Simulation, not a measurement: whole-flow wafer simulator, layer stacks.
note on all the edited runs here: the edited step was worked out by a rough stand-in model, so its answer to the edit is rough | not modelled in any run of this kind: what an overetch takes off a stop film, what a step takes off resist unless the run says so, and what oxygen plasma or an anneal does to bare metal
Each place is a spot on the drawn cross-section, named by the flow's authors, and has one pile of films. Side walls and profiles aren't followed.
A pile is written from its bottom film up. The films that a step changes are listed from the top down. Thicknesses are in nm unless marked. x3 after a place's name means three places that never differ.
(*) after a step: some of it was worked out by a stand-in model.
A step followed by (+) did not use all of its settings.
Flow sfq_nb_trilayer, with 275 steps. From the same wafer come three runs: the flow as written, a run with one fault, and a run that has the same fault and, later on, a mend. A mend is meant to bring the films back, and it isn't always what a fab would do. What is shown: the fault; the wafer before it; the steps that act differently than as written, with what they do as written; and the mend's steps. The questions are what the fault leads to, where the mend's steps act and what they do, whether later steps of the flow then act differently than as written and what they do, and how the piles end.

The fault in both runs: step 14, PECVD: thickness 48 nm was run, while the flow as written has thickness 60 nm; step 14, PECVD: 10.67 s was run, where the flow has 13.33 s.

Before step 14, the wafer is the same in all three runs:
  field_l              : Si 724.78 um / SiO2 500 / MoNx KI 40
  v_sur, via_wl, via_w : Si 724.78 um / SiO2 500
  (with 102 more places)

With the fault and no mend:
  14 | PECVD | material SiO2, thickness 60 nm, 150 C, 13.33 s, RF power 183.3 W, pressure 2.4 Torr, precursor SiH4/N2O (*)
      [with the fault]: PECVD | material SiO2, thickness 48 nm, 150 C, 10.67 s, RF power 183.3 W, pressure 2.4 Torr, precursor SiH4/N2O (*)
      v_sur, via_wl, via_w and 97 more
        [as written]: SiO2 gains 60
        [with the fault]: SiO2 gains 48
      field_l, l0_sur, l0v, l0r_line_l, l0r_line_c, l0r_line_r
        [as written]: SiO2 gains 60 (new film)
        [with the fault]: SiO2 gains 48 (new film)
  Steps later in the flow that act otherwise than as written (8 other steps are not shown; they differ only slightly, by no more than 2% or 0.5 nm, whichever is larger):
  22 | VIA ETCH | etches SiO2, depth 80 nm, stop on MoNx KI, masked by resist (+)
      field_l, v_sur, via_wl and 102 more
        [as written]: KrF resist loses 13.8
        [with the fault]: KrF resist loses 12.4
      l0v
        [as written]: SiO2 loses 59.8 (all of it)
        [with the fault]: SiO2 loses 47.8 (all of it)
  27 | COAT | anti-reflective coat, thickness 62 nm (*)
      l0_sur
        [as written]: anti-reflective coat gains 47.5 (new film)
        [with the fault]: anti-reflective coat gains 48.8 (new film)
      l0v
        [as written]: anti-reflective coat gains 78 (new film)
        [with the fault]: anti-reflective coat gains 74.4 (new film)
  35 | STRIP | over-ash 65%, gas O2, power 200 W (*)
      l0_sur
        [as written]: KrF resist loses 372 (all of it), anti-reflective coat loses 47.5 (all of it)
        [with the fault]: KrF resist loses 372.7 (all of it), anti-reflective coat loses 48.8 (all of it)
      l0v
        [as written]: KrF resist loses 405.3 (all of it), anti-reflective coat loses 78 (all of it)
        [with the fault]: KrF resist loses 397.8 (all of it), anti-reflective coat loses 74.4 (all of it)
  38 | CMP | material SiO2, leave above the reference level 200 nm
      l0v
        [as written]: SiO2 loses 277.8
        [with the fault]: SiO2 loses 291.8
  The piles end different from the flow's at field_l, v_sur, via_wl and 99 more by more than 2% or 0.5 nm, whichever is larger.
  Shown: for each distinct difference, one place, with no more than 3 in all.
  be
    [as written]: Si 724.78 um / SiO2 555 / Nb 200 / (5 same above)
    [with the fault]: Si 724.78 um / SiO2 543 / Nb 200 / (5 same above)
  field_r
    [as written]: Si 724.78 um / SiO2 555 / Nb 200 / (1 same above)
    [with the fault]: Si 724.78 um / SiO2 543 / Nb 200 / (1 same above)
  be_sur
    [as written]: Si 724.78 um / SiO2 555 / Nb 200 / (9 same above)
    [with the fault]: Si 724.78 um / SiO2 543 / Nb 200 / (9 same above)

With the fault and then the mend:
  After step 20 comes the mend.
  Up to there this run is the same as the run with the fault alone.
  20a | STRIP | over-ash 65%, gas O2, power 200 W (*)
      p4_fl x3, p4_w1 x9, p4_g1 x2 and 59 more
        KrF resist loses 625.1 (all of it), anti-reflective coat loses 62 (all of it)
      jj_sur, ce_l, c5j, ce_r, sp_r, be_r, r_sur
        KrF resist loses 632 (all of it), anti-reflective coat loses 63.7 (all of it)
      l0r_line_l, l0r_line_c, l0r_line_r
        KrF resist loses 621.1 (all of it), anti-reflective coat loses 58.9 (all of it)
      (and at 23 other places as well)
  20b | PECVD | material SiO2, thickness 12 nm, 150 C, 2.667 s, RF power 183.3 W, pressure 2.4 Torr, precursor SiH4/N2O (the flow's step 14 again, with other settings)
      field_l, v_sur, via_wl and 103 more
        SiO2 gains 12
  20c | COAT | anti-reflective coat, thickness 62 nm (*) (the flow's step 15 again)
      p4_fl x3, p4_w1 x9, p4_g1 x2 and 59 more
        anti-reflective coat gains 62 (new film)
      be_sur, gap, jj_sur and 8 more
        anti-reflective coat gains 63.7 (new film)
      wire, be, moat, field_r, lsp_l
        anti-reflective coat gains 63.8 (new film)
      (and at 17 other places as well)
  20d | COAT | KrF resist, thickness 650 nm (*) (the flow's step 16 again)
      p4_fl x3, p4_w1 x9, p4_g1 x2 and 59 more
        KrF resist gains 650 (new film)
      jj_sur, ce_l, c5j, ce_r, sp_r, be_r, r_sur
        KrF resist gains 656.9 (new film)
      l0r_line_l, l0r_line_c, l0r_line_r
        KrF resist gains 646 (new film)
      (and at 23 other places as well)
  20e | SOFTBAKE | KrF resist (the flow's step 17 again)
      leaves every film unchanged at each place that is followed
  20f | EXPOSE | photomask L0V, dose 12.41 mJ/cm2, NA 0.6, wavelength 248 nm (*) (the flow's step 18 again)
      leaves every film unchanged at each place that is followed
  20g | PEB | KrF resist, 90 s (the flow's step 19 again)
      p4_fl x3, p4_w1 x9, p4_g1 x2 and 59 more
        KrF resist loses 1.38
      via_v, wire, be and 15 more
        KrF resist loses 1.39
      v_sur, via_w, via_wr, via_sp, lsp_m, ln_m6, lsp_r
        KrF resist loses 1.4
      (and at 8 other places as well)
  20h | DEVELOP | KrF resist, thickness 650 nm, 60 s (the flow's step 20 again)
      field_l, v_sur, via_wl and 102 more
        KrF resist loses 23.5
      l0v
        KrF resist loses 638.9 (all of it)
  Every later step of the flow that is run acts as written, at every place that is followed, to within 2% or 0.5 nm, whichever is larger.
  At every place that both follow, the piles at the end match the flow's.
